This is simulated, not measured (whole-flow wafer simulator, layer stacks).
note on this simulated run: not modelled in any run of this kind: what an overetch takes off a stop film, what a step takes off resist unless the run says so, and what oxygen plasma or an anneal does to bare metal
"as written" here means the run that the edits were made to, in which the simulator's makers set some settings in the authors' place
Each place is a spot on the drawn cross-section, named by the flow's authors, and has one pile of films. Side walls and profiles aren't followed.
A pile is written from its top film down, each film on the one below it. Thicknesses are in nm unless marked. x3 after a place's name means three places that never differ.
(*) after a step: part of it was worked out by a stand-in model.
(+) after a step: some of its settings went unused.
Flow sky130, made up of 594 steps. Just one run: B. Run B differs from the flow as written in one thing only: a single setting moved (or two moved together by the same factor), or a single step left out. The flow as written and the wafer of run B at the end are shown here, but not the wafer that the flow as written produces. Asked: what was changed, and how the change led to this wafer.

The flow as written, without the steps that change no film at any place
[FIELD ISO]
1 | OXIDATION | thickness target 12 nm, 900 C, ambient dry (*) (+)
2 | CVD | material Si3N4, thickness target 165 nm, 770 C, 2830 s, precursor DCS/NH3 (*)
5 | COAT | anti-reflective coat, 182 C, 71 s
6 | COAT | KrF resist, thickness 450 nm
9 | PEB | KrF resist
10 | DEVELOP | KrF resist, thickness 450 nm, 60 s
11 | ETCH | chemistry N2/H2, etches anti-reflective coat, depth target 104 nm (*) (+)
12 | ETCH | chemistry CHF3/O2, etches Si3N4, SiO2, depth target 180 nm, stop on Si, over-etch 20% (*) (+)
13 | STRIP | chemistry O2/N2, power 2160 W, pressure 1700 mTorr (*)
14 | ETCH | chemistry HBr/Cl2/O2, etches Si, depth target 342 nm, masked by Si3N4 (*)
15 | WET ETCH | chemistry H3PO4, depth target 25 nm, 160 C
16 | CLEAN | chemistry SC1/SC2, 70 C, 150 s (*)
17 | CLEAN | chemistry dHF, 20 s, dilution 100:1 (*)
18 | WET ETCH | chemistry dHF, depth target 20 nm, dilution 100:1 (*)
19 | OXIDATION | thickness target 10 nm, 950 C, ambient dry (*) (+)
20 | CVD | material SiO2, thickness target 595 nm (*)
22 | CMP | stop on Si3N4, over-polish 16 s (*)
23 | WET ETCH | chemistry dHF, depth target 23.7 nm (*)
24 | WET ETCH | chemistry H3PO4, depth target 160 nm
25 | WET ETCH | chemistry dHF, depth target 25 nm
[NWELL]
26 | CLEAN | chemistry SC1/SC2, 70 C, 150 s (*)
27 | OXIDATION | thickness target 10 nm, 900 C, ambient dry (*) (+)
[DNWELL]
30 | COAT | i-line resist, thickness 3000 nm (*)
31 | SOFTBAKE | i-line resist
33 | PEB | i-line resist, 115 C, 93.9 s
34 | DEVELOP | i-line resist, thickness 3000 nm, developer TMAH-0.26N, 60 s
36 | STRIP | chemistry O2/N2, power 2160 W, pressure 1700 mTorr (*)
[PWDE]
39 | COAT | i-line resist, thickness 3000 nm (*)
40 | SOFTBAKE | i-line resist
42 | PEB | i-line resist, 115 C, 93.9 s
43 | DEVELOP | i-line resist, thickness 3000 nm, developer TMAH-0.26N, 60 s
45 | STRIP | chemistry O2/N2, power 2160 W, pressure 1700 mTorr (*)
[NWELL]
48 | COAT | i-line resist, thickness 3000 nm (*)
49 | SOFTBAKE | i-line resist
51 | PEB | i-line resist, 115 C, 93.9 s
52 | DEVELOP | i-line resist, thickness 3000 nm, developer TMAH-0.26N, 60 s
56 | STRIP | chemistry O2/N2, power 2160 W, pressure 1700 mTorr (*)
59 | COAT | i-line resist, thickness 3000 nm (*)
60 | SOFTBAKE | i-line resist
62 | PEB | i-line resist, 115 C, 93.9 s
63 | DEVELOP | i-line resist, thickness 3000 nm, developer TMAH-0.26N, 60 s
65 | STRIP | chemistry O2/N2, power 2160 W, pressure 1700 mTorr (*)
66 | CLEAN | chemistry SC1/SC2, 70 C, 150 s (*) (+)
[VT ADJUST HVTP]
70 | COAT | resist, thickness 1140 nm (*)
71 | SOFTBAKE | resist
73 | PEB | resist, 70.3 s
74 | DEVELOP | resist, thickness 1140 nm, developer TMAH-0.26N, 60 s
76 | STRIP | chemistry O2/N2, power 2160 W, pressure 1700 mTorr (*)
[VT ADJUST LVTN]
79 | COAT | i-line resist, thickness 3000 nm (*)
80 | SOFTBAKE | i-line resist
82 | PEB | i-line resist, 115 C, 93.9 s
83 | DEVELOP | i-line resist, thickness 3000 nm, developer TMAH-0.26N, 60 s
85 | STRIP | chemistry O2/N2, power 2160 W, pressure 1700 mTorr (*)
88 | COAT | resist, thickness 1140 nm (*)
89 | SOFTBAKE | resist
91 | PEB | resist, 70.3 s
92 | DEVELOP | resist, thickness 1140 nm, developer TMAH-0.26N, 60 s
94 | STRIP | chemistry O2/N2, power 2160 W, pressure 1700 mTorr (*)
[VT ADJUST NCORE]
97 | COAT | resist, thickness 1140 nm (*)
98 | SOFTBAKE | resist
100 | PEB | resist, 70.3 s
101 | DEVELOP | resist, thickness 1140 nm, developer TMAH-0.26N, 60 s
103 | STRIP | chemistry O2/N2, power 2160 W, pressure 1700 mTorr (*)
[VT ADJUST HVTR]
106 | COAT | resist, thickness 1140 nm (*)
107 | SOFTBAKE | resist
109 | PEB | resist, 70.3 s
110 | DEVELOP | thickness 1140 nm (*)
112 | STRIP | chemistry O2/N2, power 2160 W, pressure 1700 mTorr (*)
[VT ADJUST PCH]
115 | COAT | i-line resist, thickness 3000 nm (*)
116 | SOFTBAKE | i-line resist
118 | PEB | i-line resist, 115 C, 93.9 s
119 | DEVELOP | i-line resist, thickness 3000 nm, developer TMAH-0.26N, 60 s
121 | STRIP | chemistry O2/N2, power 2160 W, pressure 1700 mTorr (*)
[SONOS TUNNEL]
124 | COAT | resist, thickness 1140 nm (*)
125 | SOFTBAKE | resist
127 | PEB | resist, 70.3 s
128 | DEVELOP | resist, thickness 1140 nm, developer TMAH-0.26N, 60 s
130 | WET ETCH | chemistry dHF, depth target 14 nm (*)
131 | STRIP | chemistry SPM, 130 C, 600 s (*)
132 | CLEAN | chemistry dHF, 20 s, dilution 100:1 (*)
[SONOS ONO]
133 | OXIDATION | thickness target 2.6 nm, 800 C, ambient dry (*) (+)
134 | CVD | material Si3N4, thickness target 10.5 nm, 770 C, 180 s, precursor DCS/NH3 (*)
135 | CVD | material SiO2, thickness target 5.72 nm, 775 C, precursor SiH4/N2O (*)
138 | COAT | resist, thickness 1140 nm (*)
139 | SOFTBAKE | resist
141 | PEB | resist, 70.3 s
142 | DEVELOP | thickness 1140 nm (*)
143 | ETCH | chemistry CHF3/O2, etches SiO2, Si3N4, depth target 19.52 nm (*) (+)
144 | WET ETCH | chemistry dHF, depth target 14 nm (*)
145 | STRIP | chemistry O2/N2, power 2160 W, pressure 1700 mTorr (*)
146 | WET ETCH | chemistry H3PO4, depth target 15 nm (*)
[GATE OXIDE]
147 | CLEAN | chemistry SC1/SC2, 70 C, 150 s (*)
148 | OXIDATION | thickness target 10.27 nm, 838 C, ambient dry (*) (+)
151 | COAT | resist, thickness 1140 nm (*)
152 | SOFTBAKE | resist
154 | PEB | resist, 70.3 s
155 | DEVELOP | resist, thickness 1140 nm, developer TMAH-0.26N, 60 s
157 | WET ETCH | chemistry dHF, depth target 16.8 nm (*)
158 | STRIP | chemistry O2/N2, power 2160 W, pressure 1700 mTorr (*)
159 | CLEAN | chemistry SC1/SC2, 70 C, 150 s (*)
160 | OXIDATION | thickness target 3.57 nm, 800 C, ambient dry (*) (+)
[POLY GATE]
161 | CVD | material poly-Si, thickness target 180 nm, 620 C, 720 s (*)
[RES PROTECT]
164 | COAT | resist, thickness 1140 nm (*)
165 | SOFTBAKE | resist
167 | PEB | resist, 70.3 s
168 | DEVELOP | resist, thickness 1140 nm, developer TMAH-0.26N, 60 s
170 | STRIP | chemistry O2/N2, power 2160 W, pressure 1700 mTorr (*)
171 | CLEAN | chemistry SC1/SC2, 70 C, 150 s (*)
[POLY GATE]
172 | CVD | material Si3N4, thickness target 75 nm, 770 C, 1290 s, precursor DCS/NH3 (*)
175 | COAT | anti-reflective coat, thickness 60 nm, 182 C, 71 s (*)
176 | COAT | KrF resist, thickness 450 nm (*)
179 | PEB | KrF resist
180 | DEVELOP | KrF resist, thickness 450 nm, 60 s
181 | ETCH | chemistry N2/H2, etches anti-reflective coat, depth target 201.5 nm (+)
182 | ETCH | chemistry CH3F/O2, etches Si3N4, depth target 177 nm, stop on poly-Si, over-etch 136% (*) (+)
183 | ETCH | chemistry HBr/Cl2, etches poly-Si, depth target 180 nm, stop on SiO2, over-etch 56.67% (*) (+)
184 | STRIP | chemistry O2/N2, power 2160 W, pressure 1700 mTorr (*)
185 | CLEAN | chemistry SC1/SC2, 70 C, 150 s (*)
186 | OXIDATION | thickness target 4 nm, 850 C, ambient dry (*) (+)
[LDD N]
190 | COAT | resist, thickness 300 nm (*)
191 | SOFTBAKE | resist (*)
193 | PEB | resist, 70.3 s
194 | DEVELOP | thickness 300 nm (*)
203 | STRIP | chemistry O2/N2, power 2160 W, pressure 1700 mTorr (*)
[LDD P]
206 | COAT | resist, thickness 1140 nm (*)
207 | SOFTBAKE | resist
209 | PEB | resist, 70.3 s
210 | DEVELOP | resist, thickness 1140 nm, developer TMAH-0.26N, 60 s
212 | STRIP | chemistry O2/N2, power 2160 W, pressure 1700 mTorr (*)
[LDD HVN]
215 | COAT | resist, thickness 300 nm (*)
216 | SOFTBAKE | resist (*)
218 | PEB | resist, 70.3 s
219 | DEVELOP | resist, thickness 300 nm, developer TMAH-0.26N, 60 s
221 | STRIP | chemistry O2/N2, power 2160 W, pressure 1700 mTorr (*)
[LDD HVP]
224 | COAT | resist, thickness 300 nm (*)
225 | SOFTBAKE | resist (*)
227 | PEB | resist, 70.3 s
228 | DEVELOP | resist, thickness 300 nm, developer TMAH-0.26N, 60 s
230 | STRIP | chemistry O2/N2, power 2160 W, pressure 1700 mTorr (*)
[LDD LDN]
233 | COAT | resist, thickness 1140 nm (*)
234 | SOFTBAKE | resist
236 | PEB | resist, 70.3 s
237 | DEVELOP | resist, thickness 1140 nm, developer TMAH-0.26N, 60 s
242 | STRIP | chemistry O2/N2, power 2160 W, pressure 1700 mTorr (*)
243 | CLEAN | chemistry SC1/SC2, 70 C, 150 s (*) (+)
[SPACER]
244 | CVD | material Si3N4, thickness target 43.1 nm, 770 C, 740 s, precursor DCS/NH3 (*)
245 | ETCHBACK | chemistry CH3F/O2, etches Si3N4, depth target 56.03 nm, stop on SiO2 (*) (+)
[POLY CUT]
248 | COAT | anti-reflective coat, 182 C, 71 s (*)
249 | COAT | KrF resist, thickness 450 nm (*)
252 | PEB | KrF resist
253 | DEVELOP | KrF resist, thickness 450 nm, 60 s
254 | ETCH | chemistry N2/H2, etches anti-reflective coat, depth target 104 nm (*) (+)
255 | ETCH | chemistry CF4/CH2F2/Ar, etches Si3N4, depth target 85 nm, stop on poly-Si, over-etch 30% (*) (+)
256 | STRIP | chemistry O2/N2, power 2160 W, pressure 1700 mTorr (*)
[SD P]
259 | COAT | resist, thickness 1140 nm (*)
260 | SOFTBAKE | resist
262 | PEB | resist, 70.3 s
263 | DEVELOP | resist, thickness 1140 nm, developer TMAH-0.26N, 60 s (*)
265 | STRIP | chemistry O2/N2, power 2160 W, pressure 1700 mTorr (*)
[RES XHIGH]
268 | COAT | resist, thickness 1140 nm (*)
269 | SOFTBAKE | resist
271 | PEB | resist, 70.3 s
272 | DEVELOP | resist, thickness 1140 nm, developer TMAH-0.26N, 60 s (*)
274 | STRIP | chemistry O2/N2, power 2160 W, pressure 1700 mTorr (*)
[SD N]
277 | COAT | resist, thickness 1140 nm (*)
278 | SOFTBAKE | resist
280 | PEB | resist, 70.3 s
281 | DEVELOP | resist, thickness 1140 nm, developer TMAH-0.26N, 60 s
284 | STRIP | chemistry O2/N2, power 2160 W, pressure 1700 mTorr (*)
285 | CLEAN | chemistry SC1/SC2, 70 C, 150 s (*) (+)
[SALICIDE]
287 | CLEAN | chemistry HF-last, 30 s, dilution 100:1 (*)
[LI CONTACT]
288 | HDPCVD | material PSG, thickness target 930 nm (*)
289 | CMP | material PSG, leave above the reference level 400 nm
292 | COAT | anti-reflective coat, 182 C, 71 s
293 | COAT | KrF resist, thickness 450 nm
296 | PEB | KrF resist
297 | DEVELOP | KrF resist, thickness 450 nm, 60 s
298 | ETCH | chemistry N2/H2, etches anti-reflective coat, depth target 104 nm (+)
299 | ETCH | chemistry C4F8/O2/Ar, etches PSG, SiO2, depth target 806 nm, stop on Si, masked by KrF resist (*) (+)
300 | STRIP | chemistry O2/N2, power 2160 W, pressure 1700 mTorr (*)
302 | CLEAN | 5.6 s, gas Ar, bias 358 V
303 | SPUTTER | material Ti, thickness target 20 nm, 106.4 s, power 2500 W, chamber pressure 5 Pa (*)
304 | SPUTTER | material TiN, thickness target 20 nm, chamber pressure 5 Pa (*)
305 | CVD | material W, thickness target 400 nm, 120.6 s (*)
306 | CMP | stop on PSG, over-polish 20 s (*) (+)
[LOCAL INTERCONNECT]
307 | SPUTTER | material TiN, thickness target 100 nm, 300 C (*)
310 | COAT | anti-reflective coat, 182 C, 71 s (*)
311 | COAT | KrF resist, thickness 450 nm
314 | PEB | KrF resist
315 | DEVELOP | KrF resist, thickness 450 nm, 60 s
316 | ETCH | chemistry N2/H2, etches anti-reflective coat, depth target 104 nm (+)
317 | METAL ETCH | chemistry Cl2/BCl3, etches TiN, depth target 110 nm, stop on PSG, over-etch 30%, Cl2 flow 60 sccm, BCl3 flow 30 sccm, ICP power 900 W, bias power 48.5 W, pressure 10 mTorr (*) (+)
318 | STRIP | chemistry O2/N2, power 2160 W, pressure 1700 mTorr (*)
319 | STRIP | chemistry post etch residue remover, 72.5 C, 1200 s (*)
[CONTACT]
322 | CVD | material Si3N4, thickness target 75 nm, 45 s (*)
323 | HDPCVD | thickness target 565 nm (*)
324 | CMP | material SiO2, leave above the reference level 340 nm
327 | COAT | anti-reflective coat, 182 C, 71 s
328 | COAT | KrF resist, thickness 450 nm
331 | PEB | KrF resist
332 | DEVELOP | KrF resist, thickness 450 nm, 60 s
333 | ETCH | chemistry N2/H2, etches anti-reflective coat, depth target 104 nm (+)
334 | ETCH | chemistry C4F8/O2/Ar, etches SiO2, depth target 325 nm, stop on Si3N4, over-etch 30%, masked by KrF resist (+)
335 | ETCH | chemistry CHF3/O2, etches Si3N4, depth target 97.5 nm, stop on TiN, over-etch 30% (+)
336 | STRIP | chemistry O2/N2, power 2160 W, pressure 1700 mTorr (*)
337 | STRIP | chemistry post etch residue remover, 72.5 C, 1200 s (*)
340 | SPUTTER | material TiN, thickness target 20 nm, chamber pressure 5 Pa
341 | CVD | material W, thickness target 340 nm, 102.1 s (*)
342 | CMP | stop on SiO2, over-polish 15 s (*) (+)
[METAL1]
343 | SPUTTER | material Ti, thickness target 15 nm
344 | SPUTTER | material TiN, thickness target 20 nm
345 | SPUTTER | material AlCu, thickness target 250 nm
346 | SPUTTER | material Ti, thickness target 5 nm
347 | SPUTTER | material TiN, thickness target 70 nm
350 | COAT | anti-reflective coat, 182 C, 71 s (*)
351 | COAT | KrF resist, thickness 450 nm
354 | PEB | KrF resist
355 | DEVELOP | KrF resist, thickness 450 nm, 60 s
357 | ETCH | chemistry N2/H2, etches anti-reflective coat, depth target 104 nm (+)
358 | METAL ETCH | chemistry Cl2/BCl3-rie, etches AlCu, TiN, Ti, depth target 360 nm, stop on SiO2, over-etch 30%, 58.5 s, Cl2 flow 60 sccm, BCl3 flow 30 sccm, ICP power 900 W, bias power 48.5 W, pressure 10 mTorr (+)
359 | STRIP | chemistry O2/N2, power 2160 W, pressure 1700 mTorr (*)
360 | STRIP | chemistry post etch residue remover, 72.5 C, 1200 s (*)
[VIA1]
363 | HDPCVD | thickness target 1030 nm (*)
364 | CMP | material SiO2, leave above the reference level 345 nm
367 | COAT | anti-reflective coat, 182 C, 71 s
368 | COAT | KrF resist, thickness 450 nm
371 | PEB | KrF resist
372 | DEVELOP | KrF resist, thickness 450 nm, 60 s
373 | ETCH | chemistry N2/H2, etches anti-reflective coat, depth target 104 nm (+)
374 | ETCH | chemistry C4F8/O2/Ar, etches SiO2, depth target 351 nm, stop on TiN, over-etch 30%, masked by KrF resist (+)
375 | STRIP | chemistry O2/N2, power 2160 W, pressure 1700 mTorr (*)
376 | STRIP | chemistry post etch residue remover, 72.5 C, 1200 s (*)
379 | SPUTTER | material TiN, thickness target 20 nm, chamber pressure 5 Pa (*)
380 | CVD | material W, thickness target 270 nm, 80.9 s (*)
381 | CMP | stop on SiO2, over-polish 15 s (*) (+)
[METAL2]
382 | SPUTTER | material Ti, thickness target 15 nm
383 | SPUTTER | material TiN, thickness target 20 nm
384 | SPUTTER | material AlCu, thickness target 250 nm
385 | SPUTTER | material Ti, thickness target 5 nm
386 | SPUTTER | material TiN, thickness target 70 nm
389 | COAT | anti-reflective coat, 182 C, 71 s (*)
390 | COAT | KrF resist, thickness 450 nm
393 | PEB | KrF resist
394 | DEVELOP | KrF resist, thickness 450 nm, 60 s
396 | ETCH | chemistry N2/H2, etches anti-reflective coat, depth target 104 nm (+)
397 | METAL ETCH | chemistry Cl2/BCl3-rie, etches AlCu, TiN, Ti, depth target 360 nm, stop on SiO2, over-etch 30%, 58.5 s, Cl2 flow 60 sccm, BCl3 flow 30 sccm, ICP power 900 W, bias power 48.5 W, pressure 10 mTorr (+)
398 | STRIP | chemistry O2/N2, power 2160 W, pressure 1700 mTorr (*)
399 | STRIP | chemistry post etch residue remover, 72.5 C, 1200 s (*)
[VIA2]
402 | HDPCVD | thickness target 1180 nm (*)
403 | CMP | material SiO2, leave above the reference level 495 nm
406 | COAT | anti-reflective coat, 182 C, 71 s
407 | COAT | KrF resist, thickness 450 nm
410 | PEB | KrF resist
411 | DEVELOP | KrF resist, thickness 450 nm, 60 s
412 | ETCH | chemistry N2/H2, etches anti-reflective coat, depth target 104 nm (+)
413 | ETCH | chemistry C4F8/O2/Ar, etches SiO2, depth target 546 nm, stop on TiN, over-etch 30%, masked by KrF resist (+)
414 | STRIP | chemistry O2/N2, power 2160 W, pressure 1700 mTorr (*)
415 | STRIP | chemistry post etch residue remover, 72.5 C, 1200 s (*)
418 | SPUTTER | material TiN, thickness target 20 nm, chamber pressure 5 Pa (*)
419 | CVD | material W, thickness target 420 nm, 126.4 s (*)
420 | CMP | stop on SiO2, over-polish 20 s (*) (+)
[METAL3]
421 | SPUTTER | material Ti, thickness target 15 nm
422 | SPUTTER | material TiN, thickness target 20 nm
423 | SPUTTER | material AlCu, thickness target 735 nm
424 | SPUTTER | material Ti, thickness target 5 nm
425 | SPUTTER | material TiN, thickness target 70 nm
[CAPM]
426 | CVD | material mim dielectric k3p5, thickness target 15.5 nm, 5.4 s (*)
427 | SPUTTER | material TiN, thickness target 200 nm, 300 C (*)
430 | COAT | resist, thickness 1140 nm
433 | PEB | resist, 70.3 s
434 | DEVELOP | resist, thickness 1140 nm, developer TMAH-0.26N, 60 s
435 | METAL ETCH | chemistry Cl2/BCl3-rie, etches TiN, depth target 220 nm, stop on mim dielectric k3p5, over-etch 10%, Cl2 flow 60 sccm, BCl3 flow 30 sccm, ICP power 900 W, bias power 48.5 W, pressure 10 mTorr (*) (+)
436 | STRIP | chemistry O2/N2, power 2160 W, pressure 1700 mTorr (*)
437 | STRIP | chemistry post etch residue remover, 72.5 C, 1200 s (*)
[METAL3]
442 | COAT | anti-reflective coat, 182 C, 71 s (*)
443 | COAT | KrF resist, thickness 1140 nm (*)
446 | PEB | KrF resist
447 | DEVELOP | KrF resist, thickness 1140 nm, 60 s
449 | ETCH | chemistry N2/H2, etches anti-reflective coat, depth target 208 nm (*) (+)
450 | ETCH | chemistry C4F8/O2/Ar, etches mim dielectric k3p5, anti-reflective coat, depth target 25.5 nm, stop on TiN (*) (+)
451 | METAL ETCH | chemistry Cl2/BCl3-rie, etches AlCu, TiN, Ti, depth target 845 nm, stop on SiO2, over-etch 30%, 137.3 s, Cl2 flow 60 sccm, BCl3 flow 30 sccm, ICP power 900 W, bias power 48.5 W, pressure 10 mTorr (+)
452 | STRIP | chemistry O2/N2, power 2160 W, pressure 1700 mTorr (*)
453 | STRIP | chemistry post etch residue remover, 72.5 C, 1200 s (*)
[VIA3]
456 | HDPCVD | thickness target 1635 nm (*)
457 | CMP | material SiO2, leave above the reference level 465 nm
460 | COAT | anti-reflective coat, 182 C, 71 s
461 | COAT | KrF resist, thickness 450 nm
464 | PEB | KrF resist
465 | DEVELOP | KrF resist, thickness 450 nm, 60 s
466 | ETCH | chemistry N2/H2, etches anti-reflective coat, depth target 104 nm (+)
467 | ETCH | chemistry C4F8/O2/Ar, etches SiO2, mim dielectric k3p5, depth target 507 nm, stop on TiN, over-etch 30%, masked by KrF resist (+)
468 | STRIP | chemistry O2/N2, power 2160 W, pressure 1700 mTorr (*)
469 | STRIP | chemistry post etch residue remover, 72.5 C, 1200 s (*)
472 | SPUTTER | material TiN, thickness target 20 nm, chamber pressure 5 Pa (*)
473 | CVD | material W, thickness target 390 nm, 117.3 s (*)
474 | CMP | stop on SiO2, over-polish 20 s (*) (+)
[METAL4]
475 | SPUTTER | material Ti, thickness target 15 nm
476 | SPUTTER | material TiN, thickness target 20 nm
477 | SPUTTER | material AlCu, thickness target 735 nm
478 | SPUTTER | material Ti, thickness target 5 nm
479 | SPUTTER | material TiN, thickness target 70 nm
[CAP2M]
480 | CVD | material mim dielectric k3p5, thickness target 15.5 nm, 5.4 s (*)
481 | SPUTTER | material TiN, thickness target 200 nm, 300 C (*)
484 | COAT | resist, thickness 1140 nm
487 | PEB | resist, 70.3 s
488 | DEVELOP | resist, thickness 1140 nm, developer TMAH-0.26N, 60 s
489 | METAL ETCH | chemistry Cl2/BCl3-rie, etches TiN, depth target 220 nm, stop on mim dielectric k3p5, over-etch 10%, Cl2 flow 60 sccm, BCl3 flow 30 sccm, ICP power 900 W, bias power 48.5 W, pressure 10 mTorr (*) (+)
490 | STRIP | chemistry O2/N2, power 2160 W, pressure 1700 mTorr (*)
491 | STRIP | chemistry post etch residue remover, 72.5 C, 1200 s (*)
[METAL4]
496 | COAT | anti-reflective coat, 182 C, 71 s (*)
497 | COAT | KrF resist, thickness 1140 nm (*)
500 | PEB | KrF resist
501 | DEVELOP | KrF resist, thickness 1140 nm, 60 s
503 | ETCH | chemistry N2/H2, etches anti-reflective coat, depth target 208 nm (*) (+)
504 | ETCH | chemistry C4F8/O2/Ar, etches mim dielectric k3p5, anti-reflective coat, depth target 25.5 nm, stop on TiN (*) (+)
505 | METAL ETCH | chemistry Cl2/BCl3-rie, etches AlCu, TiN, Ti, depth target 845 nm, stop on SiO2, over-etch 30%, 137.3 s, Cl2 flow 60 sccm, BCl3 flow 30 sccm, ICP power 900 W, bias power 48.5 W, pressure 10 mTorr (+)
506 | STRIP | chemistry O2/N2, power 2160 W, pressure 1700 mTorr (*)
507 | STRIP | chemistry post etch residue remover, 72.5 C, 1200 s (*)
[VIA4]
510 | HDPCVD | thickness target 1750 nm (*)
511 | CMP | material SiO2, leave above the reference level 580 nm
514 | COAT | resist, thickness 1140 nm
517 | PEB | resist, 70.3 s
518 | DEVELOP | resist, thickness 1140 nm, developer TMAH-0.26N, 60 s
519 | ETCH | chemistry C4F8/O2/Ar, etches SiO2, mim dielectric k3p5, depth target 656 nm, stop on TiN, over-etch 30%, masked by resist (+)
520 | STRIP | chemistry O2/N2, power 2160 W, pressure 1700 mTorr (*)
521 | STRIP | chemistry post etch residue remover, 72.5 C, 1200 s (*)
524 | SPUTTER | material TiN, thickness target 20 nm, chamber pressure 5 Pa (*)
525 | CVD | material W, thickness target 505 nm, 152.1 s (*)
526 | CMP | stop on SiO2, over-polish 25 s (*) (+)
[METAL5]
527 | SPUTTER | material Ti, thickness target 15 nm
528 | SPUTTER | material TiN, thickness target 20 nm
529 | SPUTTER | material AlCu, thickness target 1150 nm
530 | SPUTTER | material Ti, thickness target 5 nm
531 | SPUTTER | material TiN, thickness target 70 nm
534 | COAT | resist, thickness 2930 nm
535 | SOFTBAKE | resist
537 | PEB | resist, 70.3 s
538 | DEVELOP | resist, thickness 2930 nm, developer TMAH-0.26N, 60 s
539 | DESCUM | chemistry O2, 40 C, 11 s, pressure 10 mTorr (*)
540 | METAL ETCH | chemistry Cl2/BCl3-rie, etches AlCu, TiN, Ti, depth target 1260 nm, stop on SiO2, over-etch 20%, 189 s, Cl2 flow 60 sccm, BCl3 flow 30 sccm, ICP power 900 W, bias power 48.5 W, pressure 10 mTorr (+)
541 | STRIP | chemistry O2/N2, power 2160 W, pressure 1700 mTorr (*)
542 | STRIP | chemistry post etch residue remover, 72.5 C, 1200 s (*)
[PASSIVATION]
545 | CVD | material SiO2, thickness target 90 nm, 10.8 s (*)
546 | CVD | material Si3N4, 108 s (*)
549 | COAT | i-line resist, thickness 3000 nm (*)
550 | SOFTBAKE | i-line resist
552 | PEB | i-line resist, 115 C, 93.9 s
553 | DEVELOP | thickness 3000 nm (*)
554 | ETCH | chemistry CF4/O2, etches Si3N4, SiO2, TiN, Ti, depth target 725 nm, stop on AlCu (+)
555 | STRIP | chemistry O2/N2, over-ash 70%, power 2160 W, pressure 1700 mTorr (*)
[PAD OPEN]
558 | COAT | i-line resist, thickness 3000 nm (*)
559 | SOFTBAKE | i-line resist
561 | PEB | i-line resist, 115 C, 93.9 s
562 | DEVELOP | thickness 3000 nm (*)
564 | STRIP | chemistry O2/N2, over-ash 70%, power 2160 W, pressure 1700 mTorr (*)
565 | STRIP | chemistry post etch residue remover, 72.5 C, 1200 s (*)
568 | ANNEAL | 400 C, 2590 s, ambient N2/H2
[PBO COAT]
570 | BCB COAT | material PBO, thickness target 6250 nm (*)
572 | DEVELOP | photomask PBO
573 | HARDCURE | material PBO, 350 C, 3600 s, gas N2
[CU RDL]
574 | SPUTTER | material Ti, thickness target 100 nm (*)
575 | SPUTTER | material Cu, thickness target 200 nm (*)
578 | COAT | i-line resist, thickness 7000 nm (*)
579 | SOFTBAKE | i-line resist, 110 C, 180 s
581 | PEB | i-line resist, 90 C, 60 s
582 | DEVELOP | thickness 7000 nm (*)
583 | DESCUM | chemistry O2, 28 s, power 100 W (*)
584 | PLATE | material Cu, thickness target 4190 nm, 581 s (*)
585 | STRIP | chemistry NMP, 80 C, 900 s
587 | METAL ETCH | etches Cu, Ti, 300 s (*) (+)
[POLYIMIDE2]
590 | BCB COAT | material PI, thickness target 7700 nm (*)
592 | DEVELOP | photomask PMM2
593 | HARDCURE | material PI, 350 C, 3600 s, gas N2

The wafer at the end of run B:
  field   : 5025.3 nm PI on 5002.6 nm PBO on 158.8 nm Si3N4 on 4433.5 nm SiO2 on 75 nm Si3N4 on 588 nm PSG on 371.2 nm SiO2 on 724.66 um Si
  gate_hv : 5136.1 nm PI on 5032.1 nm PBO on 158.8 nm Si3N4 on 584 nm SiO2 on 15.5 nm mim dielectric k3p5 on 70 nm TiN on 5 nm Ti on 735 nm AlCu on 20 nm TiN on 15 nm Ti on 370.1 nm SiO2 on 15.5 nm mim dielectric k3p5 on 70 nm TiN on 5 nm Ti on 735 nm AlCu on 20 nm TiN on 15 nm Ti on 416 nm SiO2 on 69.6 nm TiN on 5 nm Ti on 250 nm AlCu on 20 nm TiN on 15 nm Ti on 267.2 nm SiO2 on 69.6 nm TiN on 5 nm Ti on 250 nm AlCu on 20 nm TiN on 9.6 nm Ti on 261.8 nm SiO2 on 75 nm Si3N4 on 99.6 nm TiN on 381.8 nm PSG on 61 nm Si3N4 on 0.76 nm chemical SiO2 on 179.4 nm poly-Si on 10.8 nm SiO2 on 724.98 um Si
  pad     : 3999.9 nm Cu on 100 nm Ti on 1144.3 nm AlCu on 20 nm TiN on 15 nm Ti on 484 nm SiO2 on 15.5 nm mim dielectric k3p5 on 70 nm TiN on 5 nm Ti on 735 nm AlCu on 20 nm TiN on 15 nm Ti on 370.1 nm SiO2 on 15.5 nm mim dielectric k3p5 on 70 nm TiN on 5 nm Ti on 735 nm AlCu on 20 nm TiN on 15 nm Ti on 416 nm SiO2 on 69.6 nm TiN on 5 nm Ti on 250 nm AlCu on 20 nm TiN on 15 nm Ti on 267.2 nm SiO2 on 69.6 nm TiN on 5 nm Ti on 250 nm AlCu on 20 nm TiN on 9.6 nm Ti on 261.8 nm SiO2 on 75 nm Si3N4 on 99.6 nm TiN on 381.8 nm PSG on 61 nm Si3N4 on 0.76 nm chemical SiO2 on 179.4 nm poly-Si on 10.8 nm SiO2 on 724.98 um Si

Cause: step 343, SPUTTER: thickness target 9.6 nm was run, while the flow as written has thickness target 15 nm.
The wafer lets one read it off: gate_hv has Ti 9.6, and step 343 as written asks for 15 nm.

The path from the change to this, step by step:
  343 | SPUTTER | material Ti, thickness target 15 nm
      field, active, n_well and 188 more: Ti gains 9.6 (new film) (in the flow as written it would be: Ti gains 15 (new film))
  358 | METAL ETCH | chemistry Cl2/BCl3-rie, etches AlCu, TiN, Ti, depth target 360 nm, stop on SiO2, over-etch 30%, 58.5 s, Cl2 flow 60 sccm, BCl3 flow 30 sccm, ICP power 900 W, bias power 48.5 W, pressure 10 mTorr (+)
      field, active, gate and 81 more: TiN loses 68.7 (all of it), Ti loses 5 (all of it), AlCu loses 250 (all of it), TiN loses 20 (all of it), Ti loses 9.6 (all of it), SiO2 loses 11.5 (in the flow as written it would be: TiN loses 68.7 (all of it), Ti loses 5 (all of it), AlCu loses 250 (all of it), TiN loses 20 (all of it), Ti loses 15 (all of it), SiO2 loses 10.9)
